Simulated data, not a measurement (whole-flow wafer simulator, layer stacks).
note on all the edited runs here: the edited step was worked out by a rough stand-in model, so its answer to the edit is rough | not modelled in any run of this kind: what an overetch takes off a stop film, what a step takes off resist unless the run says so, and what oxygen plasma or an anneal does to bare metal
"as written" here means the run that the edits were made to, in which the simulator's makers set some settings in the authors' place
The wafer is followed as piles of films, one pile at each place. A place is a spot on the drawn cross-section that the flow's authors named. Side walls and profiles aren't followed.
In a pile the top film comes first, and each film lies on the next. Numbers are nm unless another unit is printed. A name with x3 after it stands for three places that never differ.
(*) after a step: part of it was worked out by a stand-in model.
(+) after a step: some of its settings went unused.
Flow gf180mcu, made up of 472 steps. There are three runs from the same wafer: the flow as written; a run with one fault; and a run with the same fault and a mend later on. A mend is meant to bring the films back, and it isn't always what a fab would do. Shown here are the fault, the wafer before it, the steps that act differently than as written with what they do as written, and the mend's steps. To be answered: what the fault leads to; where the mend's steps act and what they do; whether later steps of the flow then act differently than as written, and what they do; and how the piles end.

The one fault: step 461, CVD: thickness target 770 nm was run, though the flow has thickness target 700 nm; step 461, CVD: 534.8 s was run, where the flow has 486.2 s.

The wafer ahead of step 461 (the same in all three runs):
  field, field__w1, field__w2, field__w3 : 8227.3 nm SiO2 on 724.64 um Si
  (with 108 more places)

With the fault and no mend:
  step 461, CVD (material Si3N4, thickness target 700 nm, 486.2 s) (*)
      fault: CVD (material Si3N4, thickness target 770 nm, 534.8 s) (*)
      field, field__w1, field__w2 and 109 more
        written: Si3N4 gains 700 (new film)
        fault: Si3N4 gains 770 (new film)
  Steps later in the flow that act otherwise than as written (5 more steps, not shown, differ only slightly: by at most 2% or 0.5 nm, whichever is larger):
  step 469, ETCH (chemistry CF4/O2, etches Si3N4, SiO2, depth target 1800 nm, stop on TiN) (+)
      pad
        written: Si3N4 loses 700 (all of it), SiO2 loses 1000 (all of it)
        fault: Si3N4 loses 770 (all of it), SiO2 loses 1000 (all of it)
  At field, field__w1, field__w2 and 108 more, the piles at the end differ from the flow's by more than 2% or 0.5 nm, whichever is larger.
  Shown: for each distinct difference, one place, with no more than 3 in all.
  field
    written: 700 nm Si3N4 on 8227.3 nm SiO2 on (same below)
    fault: 770 nm Si3N4 on 8227.3 nm SiO2 on (same below)
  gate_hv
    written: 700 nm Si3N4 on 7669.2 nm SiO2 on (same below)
    fault: 770 nm Si3N4 on 7669.2 nm SiO2 on (same below)
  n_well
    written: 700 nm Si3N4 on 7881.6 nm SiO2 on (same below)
    fault: 770 nm Si3N4 on 7881.6 nm SiO2 on (same below)

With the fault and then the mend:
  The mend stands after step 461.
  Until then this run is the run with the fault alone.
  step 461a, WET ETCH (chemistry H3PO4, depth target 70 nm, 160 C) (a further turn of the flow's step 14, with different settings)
      field, field__w1, field__w2 and 109 more
        Si3N4 loses 70
  Every later step of the flow that is run acts as written, at every place that is followed, to within 2% or 0.5 nm, whichever is larger.
  At every place that both follow, the piles at the end match the flow's.
